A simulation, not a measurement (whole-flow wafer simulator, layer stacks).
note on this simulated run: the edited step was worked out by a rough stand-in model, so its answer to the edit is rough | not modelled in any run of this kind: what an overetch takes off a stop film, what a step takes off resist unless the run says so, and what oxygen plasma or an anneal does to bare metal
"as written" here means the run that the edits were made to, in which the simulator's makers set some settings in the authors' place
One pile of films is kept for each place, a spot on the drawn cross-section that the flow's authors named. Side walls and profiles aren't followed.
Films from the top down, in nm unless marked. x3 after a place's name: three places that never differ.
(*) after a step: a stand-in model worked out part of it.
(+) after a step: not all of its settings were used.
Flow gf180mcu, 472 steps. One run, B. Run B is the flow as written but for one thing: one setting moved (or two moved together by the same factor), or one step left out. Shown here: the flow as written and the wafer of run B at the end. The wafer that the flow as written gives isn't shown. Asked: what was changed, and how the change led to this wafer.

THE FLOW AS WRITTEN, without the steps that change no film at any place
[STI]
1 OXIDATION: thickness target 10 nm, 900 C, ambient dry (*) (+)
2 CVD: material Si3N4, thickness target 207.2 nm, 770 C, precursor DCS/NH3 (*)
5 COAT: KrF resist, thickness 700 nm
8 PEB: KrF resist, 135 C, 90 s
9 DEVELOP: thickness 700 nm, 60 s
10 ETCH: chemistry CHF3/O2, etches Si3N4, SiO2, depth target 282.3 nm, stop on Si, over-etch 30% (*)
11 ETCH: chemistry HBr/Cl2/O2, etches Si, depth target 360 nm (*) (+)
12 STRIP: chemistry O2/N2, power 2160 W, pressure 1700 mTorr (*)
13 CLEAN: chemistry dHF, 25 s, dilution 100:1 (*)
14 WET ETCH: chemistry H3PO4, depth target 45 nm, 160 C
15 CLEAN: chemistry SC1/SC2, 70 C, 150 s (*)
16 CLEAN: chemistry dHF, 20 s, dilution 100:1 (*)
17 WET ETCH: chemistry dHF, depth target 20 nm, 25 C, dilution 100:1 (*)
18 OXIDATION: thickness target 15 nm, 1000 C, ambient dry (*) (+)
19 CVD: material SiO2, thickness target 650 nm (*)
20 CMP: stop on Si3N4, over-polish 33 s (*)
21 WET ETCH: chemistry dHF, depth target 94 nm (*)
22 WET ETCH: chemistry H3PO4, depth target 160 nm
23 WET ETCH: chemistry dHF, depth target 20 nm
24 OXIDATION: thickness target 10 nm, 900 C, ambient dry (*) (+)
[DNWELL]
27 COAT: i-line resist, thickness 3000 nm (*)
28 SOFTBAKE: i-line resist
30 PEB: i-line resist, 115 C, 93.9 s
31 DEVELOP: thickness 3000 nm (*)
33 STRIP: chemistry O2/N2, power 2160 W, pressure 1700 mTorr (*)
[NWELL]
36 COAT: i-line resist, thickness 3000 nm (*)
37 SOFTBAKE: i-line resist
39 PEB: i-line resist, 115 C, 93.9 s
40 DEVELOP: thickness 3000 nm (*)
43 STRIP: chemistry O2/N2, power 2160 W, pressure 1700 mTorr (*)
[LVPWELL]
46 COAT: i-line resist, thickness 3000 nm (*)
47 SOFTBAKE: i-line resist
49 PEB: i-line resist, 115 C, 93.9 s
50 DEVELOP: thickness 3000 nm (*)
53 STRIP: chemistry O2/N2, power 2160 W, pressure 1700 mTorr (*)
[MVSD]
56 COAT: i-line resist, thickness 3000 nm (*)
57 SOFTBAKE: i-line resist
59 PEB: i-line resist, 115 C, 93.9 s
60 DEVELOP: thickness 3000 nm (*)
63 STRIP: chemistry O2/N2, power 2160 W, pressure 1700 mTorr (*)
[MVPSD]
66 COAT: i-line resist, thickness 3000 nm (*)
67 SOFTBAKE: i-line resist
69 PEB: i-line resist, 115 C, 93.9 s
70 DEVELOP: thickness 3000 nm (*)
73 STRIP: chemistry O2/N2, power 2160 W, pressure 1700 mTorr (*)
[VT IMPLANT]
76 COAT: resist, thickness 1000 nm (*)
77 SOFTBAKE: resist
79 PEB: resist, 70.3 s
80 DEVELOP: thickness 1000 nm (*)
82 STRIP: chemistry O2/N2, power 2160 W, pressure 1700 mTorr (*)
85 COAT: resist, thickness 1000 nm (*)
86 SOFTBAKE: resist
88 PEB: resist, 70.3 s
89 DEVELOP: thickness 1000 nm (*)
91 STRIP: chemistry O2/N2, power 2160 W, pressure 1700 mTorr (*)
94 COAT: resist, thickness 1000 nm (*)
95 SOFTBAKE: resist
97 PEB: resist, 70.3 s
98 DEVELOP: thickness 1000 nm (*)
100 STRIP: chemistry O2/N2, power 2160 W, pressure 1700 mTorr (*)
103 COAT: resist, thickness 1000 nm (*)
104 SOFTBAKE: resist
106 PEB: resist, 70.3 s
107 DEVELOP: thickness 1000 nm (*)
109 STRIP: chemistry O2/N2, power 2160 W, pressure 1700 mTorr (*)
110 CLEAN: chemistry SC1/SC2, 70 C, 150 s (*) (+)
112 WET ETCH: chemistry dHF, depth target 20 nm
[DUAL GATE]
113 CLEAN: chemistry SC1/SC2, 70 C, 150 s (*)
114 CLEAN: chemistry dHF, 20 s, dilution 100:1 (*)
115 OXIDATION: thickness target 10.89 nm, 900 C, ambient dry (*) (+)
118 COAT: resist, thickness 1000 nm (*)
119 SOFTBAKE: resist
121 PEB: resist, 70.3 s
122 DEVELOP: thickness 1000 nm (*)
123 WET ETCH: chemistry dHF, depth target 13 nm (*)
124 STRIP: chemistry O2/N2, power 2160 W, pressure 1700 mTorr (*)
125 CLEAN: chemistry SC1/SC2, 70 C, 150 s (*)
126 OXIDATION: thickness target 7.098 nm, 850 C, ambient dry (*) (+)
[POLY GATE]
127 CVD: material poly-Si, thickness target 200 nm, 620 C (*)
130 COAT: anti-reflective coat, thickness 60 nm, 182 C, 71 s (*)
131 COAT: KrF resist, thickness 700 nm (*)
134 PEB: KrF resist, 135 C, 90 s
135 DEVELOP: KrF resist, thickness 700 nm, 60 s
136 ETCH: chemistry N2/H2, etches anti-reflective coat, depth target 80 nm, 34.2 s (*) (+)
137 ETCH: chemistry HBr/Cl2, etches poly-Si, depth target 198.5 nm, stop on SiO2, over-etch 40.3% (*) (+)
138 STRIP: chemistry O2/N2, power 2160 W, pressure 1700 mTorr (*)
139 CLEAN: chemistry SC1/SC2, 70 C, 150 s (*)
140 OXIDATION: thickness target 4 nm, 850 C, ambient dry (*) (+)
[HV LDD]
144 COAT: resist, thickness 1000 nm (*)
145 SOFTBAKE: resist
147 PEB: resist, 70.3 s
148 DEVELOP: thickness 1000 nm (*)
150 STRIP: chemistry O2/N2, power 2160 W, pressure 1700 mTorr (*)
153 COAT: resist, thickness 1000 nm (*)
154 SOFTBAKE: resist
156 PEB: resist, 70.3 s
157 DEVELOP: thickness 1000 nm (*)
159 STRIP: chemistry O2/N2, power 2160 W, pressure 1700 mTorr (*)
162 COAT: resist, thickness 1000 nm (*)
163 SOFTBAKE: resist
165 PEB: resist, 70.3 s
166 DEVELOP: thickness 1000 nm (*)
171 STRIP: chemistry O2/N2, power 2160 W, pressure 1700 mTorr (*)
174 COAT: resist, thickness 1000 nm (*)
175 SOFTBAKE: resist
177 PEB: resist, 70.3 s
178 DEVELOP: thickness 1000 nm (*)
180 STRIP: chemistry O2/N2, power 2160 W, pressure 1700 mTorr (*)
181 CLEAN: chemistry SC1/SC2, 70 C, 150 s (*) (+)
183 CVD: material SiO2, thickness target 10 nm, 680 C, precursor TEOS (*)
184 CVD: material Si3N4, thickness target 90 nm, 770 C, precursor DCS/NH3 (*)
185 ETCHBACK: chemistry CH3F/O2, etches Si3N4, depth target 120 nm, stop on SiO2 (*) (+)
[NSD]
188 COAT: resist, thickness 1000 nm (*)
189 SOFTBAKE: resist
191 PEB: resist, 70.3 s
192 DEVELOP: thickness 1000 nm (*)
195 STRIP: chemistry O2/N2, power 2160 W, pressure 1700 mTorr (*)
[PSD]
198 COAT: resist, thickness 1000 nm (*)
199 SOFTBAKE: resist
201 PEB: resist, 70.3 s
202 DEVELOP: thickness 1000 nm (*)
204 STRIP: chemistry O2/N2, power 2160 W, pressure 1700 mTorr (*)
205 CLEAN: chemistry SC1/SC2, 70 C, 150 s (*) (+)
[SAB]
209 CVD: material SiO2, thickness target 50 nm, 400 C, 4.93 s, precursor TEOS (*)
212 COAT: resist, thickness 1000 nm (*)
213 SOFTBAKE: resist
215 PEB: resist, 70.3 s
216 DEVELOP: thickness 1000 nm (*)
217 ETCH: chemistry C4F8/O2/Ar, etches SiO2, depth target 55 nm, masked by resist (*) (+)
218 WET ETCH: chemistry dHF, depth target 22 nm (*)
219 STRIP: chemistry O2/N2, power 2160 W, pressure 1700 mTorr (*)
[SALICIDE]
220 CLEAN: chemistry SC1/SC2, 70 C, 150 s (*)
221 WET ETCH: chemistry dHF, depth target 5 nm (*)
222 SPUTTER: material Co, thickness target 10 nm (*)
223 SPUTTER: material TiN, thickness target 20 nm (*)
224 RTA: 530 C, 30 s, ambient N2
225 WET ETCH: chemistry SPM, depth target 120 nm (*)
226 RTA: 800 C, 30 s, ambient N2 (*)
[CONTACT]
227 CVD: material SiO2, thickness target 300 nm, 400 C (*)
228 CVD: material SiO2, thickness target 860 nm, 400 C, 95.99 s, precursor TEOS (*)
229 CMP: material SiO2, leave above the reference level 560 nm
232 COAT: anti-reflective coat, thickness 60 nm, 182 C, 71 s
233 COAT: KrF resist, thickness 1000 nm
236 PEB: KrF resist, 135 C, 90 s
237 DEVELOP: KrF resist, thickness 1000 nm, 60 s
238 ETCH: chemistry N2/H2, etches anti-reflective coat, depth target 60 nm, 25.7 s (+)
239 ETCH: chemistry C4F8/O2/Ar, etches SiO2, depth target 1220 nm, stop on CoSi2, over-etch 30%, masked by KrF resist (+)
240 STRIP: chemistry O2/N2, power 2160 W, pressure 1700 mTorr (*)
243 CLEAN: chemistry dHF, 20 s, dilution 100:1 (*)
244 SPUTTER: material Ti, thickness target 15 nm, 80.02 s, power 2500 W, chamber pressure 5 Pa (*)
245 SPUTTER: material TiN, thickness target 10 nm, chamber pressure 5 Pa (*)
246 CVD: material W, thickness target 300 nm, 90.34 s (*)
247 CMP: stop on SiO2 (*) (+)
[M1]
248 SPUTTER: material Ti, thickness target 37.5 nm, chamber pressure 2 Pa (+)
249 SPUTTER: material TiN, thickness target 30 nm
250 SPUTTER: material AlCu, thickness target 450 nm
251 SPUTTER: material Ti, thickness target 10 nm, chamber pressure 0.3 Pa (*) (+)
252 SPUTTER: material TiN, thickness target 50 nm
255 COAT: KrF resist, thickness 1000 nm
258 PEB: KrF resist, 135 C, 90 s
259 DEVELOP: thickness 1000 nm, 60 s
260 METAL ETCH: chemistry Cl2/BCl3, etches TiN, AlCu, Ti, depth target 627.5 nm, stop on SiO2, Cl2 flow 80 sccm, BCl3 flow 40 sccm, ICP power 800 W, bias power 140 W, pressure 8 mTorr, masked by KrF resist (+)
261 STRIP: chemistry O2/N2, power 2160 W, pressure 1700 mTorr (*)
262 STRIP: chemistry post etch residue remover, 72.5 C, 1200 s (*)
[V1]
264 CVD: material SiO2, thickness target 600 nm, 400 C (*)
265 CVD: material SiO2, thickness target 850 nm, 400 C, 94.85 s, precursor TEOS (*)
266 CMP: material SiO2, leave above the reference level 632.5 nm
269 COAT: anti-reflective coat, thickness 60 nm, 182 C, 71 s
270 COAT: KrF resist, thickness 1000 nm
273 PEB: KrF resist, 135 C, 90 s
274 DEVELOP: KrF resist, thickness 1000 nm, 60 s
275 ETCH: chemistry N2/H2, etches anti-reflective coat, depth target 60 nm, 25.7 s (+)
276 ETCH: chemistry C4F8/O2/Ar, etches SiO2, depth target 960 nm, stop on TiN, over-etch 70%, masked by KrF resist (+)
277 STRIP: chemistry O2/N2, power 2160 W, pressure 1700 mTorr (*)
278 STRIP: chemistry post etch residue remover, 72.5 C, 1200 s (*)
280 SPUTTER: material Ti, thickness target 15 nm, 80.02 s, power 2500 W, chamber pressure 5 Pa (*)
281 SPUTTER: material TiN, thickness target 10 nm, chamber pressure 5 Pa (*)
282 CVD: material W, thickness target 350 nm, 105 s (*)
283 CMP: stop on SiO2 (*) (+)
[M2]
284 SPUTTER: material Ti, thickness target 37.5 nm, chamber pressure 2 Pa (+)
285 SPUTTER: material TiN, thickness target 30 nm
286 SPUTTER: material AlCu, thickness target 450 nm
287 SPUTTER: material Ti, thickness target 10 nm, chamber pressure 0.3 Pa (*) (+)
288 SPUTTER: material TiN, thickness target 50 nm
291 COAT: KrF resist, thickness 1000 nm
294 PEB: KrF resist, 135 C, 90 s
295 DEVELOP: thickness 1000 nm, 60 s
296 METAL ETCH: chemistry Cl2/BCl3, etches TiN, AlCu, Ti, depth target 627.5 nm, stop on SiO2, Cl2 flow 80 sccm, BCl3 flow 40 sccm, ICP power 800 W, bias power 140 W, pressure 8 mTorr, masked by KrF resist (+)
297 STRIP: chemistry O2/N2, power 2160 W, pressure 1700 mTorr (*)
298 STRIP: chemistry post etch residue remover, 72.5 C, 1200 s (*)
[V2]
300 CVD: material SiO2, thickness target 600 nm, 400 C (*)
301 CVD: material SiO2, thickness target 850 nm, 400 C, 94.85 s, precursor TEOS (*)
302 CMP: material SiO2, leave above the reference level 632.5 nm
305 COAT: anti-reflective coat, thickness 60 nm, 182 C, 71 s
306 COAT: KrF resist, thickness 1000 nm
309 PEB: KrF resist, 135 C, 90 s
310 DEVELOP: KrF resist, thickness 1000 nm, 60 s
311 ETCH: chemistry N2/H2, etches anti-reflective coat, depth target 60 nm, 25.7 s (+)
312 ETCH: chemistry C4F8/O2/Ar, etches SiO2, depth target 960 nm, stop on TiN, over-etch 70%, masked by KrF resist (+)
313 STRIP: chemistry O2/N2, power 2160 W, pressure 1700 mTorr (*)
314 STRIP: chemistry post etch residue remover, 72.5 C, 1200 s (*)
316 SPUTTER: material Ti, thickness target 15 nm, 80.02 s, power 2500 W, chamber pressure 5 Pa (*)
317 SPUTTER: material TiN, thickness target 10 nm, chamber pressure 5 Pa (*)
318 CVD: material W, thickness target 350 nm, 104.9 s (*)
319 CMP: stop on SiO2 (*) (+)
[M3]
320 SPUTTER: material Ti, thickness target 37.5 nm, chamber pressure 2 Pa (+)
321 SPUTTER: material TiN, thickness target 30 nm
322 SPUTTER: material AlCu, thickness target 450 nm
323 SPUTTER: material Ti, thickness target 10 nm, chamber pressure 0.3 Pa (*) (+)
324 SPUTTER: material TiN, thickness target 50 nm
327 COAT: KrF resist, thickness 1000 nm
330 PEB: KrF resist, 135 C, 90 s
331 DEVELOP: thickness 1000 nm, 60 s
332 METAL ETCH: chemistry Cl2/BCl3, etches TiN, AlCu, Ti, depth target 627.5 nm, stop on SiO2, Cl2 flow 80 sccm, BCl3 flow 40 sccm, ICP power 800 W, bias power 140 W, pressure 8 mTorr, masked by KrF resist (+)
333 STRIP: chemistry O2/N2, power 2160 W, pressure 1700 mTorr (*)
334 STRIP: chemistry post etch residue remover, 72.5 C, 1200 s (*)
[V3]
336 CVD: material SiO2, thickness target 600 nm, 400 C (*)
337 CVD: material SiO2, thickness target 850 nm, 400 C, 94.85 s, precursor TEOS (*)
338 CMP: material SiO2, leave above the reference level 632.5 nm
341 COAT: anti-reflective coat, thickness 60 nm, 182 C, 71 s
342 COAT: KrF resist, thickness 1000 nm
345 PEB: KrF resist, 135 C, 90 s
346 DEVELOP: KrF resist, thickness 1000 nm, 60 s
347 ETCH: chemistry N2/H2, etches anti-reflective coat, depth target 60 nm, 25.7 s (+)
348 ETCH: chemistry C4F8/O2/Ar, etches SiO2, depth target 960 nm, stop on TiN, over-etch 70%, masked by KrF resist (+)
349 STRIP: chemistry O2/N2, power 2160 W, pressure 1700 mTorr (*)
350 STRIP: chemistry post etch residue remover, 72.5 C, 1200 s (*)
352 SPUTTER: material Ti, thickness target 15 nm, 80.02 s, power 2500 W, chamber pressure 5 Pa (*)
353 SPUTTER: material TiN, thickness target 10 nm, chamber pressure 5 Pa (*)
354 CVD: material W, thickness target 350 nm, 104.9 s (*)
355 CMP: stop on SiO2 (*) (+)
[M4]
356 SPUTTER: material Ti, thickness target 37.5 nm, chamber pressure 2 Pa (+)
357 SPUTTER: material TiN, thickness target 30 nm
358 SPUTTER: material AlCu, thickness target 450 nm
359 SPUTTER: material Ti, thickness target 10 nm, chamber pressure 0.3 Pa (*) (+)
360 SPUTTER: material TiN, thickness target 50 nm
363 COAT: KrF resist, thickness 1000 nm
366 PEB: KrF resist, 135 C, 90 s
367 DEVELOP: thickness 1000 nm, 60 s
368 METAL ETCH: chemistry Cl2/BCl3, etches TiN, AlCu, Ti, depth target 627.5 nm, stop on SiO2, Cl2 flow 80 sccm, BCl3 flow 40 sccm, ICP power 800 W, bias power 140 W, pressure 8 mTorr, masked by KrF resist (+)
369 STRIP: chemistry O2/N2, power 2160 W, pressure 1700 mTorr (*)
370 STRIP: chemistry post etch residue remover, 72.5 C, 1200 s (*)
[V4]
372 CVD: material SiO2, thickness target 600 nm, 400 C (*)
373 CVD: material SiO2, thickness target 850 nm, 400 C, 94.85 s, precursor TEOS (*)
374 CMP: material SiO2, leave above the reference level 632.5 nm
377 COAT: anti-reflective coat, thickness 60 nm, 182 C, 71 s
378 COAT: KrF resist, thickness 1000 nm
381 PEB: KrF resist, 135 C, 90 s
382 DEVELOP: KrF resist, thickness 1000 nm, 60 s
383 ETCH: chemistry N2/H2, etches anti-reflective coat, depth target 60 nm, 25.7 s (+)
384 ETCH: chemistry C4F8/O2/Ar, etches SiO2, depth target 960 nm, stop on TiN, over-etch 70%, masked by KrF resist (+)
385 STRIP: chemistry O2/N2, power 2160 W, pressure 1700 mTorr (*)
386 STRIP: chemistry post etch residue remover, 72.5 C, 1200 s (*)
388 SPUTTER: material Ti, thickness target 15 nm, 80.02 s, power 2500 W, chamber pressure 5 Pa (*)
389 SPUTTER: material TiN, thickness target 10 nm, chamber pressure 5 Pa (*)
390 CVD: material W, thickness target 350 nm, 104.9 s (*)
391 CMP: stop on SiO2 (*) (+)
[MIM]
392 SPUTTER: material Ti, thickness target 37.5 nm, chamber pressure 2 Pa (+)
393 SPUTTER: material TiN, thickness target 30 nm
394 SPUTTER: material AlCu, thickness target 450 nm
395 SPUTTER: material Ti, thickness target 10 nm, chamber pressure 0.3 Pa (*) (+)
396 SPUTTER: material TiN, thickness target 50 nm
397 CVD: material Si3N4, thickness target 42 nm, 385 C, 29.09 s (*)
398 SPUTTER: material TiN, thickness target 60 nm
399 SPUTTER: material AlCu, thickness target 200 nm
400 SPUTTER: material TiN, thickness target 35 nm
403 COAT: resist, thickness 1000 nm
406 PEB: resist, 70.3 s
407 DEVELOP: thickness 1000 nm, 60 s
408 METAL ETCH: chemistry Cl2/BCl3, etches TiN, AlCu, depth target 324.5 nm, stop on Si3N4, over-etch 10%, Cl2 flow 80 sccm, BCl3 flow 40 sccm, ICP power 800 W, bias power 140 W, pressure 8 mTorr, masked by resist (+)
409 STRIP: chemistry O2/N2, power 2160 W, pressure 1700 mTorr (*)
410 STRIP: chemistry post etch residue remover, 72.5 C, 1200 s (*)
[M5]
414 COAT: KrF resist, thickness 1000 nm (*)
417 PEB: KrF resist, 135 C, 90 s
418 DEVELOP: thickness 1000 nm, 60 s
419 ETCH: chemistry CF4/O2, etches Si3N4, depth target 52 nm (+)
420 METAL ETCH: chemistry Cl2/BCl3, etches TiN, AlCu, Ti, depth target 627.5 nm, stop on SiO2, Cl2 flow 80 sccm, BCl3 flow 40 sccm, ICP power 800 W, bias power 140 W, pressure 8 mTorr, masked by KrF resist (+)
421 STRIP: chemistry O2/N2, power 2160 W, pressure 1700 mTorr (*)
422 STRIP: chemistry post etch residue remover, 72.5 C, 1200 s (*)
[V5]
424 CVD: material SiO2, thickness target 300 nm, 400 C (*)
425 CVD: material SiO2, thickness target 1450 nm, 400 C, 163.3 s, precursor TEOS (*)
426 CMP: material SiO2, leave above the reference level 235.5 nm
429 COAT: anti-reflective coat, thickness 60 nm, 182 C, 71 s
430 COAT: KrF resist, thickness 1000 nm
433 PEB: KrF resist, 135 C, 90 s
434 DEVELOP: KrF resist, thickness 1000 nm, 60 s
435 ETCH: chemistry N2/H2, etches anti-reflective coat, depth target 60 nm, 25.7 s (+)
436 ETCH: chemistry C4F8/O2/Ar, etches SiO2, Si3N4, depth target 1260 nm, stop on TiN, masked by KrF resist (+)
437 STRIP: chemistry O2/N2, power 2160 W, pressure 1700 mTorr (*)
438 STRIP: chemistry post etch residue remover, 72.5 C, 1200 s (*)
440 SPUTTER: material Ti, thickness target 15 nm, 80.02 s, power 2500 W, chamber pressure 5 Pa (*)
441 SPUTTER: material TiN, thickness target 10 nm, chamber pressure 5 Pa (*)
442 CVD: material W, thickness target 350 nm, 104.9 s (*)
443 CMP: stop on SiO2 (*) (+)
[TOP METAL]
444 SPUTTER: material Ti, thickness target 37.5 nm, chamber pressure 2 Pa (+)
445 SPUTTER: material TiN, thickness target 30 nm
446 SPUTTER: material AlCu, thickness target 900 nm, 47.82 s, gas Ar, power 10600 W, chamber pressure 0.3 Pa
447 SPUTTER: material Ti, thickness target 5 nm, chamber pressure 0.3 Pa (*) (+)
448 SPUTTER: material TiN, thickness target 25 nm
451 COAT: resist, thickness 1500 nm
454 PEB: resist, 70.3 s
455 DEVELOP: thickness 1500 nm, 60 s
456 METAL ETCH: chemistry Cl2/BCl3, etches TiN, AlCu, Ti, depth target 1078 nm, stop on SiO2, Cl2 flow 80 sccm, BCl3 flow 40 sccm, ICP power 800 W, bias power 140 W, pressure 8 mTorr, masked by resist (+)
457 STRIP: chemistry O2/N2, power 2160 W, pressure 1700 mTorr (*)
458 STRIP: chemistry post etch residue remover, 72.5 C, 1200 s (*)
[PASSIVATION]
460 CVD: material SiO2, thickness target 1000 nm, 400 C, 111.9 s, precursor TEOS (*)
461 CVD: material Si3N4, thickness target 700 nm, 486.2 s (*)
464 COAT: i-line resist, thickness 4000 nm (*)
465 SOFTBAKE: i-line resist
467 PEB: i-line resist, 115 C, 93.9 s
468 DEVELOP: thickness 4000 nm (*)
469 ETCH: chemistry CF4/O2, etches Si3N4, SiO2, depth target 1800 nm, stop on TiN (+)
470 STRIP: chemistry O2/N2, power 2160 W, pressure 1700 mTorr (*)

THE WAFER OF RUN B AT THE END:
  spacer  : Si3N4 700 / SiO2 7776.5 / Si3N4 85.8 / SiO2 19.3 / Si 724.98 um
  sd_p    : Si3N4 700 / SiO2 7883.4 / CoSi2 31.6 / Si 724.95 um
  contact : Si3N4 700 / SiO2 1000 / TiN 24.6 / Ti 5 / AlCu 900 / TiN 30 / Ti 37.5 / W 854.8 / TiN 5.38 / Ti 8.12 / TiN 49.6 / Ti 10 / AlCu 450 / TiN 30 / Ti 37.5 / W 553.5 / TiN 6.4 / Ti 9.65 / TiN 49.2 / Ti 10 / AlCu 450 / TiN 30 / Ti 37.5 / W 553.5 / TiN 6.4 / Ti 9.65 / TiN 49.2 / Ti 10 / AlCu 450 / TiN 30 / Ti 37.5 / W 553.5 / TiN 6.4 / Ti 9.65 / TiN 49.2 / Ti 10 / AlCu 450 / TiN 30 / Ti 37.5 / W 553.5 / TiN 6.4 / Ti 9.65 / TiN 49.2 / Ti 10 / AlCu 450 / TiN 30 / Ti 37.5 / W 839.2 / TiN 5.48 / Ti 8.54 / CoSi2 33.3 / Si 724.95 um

The cause: step 183, CVD: thickness target 12.1 nm was run, where the flow has thickness target 10 nm.

How the change led to this, step by step:
  183 CVD: material SiO2, thickness target 10 nm, 680 C, precursor TEOS (*)
      field, field__w1, field__w2 and 99 more: SiO2 +12.1 (as written it would be: SiO2 +10)
      ld_drift_p: SiO2 +11.9 (as written it would be: SiO2 +9.87)
      (and at 1 more place)
  189 SOFTBAKE: resist
      field__w9: resist -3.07 (as written it would be: resist +6.92)
      nw_enc_fld_lv__w3: resist -1.6 (as written it would be: resist +2.11)
      (and at 1 more place)
  199 SOFTBAKE: resist
      field__w9: resist -3.07 (as written it would be: resist +6.92)
      nw_enc_fld_lv__w3: resist -1.6 (as written it would be: resist +2.11)
      (and at 1 more place)
  218 WET ETCH: chemistry dHF, depth target 22 nm (*)
      gate, gate_hv, gate_p and 23 more: SiO2 -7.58 (all of it) (as written it would be: SiO2 -5.48 (all of it))
      active, p_well, sd_n, iso_ptap_pw, iso_ntap_nw, iso_ptap_sub, vpnp_e: SiO2 -11.1 (all of it) (as written it would be: SiO2 -9.01 (all of it))
      (and at 16 more places)
